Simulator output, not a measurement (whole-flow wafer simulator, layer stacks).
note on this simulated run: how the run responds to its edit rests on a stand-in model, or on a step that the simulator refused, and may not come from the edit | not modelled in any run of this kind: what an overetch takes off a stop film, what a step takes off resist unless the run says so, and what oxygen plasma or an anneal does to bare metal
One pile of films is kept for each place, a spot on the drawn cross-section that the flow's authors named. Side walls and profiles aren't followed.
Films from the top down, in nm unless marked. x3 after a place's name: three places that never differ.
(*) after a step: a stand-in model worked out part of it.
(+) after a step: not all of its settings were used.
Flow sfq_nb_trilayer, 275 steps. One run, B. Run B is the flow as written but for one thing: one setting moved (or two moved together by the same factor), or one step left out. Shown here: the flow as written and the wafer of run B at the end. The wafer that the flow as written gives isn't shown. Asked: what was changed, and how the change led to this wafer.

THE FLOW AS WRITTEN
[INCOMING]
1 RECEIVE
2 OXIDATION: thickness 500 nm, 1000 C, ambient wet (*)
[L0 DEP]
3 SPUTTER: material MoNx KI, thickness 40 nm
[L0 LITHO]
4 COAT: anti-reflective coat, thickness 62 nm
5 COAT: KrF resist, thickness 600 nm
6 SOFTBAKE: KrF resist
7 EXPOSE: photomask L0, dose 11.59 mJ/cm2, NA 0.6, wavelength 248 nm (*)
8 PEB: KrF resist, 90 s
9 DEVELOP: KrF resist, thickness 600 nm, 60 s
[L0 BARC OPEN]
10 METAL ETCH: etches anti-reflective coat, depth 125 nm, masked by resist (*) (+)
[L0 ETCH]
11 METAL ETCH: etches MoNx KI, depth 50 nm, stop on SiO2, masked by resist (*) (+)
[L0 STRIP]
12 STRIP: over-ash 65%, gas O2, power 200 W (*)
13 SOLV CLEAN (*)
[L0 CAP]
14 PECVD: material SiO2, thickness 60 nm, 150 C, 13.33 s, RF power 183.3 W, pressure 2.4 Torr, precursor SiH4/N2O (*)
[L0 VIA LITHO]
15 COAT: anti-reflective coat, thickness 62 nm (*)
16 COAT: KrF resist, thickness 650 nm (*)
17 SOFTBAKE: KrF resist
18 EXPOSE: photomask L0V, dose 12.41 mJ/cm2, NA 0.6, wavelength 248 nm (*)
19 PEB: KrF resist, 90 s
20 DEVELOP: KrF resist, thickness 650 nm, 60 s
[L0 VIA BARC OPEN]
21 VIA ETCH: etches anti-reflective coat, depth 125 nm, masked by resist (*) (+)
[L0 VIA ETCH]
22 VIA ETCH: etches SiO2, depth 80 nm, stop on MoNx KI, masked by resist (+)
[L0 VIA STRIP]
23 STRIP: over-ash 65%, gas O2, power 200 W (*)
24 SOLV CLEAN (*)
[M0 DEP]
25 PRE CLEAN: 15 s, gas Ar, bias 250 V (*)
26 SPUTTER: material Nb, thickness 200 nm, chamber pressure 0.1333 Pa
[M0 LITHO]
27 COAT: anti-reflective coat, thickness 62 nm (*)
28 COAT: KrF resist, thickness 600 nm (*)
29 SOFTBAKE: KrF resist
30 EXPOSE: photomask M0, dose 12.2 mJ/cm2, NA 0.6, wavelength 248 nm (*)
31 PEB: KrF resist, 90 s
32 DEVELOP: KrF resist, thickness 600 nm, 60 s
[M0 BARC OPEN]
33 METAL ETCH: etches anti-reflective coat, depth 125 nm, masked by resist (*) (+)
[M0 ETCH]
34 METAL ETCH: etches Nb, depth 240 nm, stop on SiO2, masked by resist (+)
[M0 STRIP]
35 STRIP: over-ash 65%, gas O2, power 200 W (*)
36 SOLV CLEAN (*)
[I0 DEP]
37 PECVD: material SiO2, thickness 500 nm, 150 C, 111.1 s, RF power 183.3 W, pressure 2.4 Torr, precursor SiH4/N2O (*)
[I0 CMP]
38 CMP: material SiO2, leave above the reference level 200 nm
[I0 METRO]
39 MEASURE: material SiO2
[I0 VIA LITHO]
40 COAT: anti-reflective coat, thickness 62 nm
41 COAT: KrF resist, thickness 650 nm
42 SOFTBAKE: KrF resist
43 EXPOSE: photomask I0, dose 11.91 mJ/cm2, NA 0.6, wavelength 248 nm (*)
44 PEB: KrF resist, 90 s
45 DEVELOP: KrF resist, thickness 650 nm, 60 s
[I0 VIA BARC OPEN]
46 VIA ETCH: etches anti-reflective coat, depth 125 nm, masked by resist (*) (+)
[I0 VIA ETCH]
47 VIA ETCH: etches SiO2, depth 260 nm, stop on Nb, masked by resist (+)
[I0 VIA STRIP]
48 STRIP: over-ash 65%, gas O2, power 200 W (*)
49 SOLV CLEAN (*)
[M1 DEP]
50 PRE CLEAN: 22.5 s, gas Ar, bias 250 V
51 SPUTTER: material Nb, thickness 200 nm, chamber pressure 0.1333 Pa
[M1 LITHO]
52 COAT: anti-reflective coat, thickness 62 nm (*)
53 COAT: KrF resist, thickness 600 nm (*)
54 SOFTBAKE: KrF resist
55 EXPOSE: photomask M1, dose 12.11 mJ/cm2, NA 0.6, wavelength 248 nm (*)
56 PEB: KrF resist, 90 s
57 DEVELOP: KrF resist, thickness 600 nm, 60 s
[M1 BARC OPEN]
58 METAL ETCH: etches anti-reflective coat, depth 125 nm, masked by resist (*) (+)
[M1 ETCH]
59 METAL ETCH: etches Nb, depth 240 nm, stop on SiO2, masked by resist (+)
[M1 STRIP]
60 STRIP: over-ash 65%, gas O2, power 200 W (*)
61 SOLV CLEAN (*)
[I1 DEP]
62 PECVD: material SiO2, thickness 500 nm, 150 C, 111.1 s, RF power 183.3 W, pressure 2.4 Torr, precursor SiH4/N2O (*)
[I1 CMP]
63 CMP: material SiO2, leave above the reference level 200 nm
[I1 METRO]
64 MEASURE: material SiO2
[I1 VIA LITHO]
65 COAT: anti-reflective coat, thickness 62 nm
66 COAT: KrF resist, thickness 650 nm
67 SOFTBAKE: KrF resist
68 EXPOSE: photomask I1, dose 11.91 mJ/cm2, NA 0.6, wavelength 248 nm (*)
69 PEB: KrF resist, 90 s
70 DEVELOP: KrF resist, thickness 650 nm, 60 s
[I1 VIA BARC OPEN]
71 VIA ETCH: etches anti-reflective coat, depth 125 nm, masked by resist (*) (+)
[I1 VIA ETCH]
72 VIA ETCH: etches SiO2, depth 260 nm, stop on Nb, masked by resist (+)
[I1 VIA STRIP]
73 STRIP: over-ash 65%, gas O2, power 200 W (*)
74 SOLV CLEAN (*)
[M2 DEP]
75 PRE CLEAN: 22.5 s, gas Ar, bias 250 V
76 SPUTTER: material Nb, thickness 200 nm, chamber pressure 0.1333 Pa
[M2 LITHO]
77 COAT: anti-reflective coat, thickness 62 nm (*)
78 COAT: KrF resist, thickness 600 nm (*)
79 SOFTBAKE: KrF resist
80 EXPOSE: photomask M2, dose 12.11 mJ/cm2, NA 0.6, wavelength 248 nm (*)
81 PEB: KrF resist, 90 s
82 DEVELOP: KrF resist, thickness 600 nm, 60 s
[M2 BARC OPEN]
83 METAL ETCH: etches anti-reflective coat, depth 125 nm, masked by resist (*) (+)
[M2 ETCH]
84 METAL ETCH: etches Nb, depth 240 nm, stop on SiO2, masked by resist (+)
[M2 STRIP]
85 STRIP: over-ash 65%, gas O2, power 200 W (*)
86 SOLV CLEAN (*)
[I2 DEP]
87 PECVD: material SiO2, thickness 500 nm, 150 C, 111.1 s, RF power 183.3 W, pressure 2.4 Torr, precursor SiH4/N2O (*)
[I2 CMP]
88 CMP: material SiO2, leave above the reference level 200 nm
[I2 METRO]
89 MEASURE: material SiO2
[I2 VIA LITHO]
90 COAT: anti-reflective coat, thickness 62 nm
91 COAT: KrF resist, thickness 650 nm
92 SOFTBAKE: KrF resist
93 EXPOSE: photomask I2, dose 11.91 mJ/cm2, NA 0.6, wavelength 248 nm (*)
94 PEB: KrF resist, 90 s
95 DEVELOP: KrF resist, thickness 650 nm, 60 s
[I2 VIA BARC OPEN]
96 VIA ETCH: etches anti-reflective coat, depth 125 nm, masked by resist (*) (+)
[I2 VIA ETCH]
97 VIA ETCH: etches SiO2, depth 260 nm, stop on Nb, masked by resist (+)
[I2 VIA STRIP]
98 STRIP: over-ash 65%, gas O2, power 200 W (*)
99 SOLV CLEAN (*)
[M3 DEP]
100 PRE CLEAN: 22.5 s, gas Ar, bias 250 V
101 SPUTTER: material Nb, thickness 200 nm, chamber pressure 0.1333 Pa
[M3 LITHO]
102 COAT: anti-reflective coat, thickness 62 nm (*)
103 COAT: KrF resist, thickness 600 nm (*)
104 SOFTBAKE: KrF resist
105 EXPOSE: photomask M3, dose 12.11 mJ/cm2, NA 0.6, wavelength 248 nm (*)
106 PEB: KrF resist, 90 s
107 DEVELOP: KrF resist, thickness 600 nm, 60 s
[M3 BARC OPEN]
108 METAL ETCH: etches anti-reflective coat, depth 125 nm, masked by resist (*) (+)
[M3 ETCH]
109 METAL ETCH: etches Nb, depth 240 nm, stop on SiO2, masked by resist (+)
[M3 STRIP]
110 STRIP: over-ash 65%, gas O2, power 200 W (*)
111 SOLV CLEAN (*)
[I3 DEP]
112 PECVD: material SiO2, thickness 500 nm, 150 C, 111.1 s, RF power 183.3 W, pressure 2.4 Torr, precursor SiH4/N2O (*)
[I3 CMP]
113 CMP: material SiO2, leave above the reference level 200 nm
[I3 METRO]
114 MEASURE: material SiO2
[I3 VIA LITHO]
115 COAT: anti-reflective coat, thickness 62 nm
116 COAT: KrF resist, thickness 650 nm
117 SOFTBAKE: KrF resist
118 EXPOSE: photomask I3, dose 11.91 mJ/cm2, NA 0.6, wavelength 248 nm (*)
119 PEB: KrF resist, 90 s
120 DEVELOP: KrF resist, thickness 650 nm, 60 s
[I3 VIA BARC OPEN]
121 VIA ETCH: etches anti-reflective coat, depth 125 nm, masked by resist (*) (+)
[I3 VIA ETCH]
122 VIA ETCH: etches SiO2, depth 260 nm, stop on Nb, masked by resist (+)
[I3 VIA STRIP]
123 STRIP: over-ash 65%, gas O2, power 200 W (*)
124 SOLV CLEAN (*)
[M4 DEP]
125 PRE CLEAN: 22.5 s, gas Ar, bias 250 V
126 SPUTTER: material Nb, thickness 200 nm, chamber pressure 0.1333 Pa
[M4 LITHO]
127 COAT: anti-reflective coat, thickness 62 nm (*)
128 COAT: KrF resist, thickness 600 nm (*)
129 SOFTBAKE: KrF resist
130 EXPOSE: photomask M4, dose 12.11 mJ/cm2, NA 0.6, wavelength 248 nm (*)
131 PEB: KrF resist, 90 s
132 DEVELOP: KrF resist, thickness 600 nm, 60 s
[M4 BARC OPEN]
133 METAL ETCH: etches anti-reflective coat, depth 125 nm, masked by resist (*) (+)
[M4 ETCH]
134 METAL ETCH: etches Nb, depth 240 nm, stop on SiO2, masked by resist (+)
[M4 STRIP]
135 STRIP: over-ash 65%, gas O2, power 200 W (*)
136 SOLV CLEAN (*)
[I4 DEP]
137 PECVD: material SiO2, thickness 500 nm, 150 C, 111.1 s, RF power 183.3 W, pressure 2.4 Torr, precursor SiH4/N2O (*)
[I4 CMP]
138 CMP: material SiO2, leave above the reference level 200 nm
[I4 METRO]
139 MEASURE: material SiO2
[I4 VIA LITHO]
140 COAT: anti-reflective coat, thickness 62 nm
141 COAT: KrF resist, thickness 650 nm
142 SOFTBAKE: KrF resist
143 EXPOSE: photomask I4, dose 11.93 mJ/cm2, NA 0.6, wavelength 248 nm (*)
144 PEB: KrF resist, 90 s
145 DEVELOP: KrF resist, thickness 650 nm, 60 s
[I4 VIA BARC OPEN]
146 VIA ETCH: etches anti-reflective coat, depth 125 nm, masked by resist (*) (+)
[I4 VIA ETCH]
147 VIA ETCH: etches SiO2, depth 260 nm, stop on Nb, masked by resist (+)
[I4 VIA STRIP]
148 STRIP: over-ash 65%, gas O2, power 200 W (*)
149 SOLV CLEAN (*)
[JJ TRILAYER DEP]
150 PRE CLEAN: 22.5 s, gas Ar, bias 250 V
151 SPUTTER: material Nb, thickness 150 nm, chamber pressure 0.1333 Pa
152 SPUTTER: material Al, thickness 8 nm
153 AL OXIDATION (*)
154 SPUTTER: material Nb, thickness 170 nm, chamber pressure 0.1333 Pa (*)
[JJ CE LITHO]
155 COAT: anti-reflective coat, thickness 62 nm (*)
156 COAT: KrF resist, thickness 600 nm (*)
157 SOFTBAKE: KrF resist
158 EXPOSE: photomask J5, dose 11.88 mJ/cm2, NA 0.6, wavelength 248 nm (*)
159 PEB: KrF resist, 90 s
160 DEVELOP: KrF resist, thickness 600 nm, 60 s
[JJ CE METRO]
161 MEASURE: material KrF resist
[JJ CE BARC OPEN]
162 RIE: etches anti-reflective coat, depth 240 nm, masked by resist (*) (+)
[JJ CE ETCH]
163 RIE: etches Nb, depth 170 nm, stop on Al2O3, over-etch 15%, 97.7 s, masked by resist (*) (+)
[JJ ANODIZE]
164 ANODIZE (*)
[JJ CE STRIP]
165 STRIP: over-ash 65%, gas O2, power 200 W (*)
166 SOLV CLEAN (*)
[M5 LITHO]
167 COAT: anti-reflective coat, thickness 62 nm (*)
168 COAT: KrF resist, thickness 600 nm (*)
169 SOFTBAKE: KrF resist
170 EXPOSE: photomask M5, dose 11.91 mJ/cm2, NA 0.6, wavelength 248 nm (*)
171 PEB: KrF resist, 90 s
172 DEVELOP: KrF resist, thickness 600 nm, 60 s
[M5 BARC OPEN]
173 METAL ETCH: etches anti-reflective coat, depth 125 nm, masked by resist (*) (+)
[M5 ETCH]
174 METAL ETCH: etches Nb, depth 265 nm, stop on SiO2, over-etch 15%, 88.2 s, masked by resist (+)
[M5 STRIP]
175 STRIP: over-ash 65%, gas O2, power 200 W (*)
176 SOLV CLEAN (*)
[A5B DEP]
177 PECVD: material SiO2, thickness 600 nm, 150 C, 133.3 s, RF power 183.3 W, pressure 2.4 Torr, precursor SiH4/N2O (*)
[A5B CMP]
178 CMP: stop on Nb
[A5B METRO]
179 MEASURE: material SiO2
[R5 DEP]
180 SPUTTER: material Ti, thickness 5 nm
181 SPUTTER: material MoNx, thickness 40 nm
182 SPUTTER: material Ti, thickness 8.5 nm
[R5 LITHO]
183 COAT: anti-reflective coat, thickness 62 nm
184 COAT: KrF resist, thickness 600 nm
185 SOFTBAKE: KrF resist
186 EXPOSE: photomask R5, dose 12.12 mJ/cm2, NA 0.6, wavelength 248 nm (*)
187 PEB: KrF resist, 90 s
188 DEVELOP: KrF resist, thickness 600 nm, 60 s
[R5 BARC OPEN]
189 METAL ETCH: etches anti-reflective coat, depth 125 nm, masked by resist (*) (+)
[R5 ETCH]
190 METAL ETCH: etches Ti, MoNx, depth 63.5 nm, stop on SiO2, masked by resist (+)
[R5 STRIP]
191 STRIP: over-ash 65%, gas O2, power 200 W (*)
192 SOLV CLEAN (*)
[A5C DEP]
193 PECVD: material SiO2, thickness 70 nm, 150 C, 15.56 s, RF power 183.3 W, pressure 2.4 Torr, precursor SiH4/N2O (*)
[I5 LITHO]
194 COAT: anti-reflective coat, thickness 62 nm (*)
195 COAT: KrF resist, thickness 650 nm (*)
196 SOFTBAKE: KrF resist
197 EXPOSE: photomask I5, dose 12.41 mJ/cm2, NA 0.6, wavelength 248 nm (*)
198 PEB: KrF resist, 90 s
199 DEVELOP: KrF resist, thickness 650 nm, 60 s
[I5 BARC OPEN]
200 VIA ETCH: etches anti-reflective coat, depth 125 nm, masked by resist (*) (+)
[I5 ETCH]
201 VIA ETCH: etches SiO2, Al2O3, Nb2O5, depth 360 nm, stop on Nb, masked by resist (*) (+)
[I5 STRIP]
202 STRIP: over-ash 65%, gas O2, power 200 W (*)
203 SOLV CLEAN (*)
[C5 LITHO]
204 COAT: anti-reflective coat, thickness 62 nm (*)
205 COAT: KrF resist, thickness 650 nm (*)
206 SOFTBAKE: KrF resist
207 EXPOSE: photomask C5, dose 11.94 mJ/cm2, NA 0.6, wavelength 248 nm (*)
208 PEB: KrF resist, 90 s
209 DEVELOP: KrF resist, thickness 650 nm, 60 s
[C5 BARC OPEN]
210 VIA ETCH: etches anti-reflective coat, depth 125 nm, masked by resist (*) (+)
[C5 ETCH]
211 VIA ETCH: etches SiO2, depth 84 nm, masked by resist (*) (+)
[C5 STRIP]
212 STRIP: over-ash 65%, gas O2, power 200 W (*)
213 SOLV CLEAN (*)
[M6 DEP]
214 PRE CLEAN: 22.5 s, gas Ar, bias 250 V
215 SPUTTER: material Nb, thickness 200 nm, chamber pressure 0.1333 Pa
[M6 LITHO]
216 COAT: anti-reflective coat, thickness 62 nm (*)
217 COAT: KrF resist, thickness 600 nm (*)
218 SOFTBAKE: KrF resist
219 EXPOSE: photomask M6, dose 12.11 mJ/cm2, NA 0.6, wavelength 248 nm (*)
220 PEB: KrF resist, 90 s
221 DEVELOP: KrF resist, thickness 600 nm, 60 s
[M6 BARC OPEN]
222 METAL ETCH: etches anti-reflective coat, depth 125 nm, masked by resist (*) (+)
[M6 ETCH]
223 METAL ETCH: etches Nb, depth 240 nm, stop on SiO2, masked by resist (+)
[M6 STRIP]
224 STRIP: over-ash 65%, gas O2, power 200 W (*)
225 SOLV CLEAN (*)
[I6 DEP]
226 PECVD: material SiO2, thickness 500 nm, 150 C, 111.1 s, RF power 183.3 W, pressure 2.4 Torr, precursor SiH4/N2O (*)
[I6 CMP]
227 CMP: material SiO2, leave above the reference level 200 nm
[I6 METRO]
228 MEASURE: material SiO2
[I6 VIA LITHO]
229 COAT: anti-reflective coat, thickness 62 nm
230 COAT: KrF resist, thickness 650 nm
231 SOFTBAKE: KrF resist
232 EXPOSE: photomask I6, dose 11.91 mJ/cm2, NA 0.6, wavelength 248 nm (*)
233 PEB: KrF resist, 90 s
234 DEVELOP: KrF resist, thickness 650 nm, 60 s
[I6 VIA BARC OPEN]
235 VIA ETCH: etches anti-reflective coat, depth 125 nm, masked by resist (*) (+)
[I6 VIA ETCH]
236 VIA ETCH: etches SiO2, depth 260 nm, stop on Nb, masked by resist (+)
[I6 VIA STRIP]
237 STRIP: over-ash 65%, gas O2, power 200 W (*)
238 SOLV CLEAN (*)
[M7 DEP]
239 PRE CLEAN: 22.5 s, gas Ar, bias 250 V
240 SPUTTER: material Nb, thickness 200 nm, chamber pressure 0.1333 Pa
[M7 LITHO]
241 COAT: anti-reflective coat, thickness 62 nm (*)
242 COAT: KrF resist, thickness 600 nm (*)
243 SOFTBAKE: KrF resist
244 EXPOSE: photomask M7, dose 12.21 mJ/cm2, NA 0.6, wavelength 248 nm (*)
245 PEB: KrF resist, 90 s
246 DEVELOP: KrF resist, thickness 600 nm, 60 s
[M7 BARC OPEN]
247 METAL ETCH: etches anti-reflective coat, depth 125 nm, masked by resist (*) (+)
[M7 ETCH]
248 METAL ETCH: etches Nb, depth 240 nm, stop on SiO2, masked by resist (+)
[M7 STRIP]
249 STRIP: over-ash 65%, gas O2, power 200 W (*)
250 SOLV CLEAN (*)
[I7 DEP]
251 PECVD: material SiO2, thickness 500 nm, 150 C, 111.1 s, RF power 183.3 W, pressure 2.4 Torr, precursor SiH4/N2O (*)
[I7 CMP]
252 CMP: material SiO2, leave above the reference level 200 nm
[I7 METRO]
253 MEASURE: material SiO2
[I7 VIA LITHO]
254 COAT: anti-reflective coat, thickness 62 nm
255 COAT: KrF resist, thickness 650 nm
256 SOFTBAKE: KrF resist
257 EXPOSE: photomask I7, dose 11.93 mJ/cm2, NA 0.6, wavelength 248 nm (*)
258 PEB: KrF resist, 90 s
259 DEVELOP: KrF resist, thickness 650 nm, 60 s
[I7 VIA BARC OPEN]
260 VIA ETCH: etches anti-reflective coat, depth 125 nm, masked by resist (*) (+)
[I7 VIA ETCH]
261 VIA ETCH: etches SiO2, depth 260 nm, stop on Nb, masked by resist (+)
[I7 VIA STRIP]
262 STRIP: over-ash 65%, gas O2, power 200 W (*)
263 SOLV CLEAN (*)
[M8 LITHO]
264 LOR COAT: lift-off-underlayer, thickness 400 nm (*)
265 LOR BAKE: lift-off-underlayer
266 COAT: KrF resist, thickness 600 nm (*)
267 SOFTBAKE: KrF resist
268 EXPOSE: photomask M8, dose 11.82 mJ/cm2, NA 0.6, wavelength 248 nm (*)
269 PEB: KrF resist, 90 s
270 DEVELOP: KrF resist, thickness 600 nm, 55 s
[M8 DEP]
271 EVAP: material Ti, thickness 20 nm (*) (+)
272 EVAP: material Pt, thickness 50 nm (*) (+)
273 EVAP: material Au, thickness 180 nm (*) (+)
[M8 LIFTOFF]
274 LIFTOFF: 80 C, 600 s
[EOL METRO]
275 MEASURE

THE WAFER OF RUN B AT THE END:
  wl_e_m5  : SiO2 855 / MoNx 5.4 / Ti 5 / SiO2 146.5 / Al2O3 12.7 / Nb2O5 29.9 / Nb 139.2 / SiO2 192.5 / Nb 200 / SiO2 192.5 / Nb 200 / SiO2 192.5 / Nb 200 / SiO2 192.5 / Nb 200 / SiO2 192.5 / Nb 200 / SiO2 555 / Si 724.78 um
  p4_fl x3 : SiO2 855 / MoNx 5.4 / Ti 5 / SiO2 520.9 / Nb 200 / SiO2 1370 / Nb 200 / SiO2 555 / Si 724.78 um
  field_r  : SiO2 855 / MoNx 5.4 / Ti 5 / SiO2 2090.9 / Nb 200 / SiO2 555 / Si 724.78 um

The cause: step 181, SPUTTER: thickness 60.4 nm was run, where the flow has thickness 40 nm.

How the change led to this, step by step:
  181 SPUTTER: material MoNx, thickness 40 nm
      field_l, v_sur, via_wl and 103 more: MoNx +60.4 (new film) (as written it would be: MoNx +40 (new film))
  190 METAL ETCH: etches Ti, MoNx, depth 63.5 nm, stop on SiO2, masked by resist (+)
      field_l, v_sur, via_wl and 92 more: Ti -8.5 (all of it), MoNx -55 (as written it would be: Ti -8.5 (all of it), MoNx -40 (all of it), Ti -5 (all of it))
      ce_l, c5j, ce_r, wl_jj: Ti -8.5 (all of it), MoNx -55 (as written it would be: Ti -8.5 (all of it), MoNx -40 (all of it), Ti -5 (all of it), Nb -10)
  193 PECVD: material SiO2, thickness 70 nm, 150 C, 15.56 s, RF power 183.3 W, pressure 2.4 Torr, precursor SiH4/N2O (*)
      field_l, v_sur, via_wl and 92 more: SiO2 +70 (new film) (as written it would be: SiO2 +70)
  194 COAT: anti-reflective coat, thickness 62 nm (*)
      wl_j_sl, wl_j_sr: anti-reflective coat +62 (new film) (as written it would be: anti-reflective coat +60.2 (new film))
      r5r_spacepad_l, r5r_spacepad_r: anti-reflective coat +88.7 (new film) (as written it would be: anti-reflective coat +84.4 (new film))
      (and at 12 more places)
  201 VIA ETCH: etches SiO2, Al2O3, Nb2O5, depth 360 nm, stop on Nb, masked by resist (*) (+)
      be: SiO2 -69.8 (all of it), MoNx -5.4 (all of it), Ti -5 (all of it), SiO2 -146.5 (all of it), Al2O3 -12.7 (all of it), Nb2O5 -29.9 (all of it) (as written it would be: SiO2 -216.4 (all of it), Al2O3 -12.7 (all of it), Nb2O5 -29.9 (all of it))
  202 STRIP: over-ash 65%, gas O2, power 200 W (*)
      wl_j_sl, wl_j_sr: KrF resist -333 (all of it), anti-reflective coat -62 (all of it) (as written it would be: KrF resist -333.3 (all of it), anti-reflective coat -60.2 (all of it))
      r5r_spacepad_l, r5r_spacepad_r: KrF resist -336 (all of it), anti-reflective coat -88.7 (all of it) (as written it would be: KrF resist -335.6 (all of it), anti-reflective coat -84.4 (all of it))
      (and at 12 more places)
  204 COAT: anti-reflective coat, thickness 62 nm (*)
      wl_j_sl, wl_j_sr: anti-reflective coat +62 (new film) (as written it would be: anti-reflective coat +60.2 (new film))
      r5r_spacepad_l, r5r_spacepad_r: anti-reflective coat +88.7 (new film) (as written it would be: anti-reflective coat +84.4 (new film))
      (and at 12 more places)
  210 VIA ETCH: etches anti-reflective coat, depth 125 nm, masked by resist (*) (+)
      c5j: anti-reflective coat -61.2 (all of it), SiO2 -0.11 (as written it would be: anti-reflective coat -63.9 (all of it), SiO2 -0.11)
  211 VIA ETCH: etches SiO2, depth 84 nm, masked by resist (*) (+)
      c5j: SiO2 -69.9 (all of it) (as written it would be: SiO2 -69.9 (all of it), Nb -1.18)
  212 STRIP: over-ash 65%, gas O2, power 200 W (*)
      wl_j_sl, wl_j_sr: KrF resist -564 (all of it), anti-reflective coat -62 (all of it) (as written it would be: KrF resist -563.4 (all of it), anti-reflective coat -60.2 (all of it))
      r5r_spacepad_l, r5r_spacepad_r: KrF resist -566.9 (all of it), anti-reflective coat -88.7 (all of it) (as written it would be: KrF resist -565.8 (all of it), anti-reflective coat -84.4 (all of it))
      (and at 11 more places)
  214 PRE CLEAN: 22.5 s, gas Ar, bias 250 V
      c5j: MoNx -5.4 (all of it), Ti -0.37 (as written it would be: Nb -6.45)
  215 SPUTTER: material Nb, thickness 200 nm, chamber pressure 0.1333 Pa
      c5j: Nb +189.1 (new film) (as written it would be: Nb +188.4)
  216 COAT: anti-reflective coat, thickness 62 nm (*)
      r5r_line_l, r5r_line_c, r5r_line_r: anti-reflective coat +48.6 (new film) (as written it would be: anti-reflective coat +50 (new film))
      wl_j_sl, wl_j_sr: anti-reflective coat +62 (new film) (as written it would be: anti-reflective coat +60.2 (new film))
      (and at 13 more places)
  222 METAL ETCH: etches anti-reflective coat, depth 125 nm, masked by resist (*) (+)
      r5r_line_l, r5r_line_c, r5r_line_r: anti-reflective coat -48.6 (all of it) (as written it would be: anti-reflective coat -50 (all of it))
      r5r_spacepad_l, r5r_spacepad_r: anti-reflective coat -90.7 (all of it) (as written it would be: anti-reflective coat -85.7 (all of it))
      (and at 1 more place)
  224 STRIP: over-ash 65%, gas O2, power 200 W (*)
      wl_j_sl, wl_j_sr: KrF resist -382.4 (all of it), anti-reflective coat -62 (all of it) (as written it would be: KrF resist -382.5 (all of it), anti-reflective coat -60.2 (all of it))
      be_sur: KrF resist -371.6 (all of it), anti-reflective coat -42.9 (all of it) (as written it would be: KrF resist -371.2 (all of it), anti-reflective coat -43.8 (all of it))
      (and at 9 more places)
  227 CMP: material SiO2, leave above the reference level 200 nm
      r5r_line_l, r5r_spacepad_l, r5r_spacepad_r, r5r_line_c, r5r_line_r: SiO2 -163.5 (as written it would be: SiO2 -153.5)
      ce_l, ce_r, wl_jj: SiO2 -300 (as written it would be: SiO2 -290)
      (and at 5 more places)
Counting metal films that touch as one body, wl_e_m5 has 7 bodies (between them, from the top down: SiO2 146.5 / Al2O3 12.7 / Nb2O5 29.9; SiO2 192.5; SiO2 192.5; SiO2 192.5; SiO2 192.5; SiO2 192.5); the flow as written gives 6 bodies (between them, from the top down: SiO2 192.5; SiO2 192.5; SiO2 192.5; SiO2 192.5; SiO2 192.5).
Counting metal films that touch as one body, p4_fl x3 has 3 bodies (between them, from the top down: SiO2 520.9; SiO2 1370); the flow as written gives 2 bodies (between them, from the top down: SiO2 1370).
Counting metal films that touch as one body, field_r has 2 bodies (between them, from the top down: SiO2 2090.9); the flow as written gives 1 body.
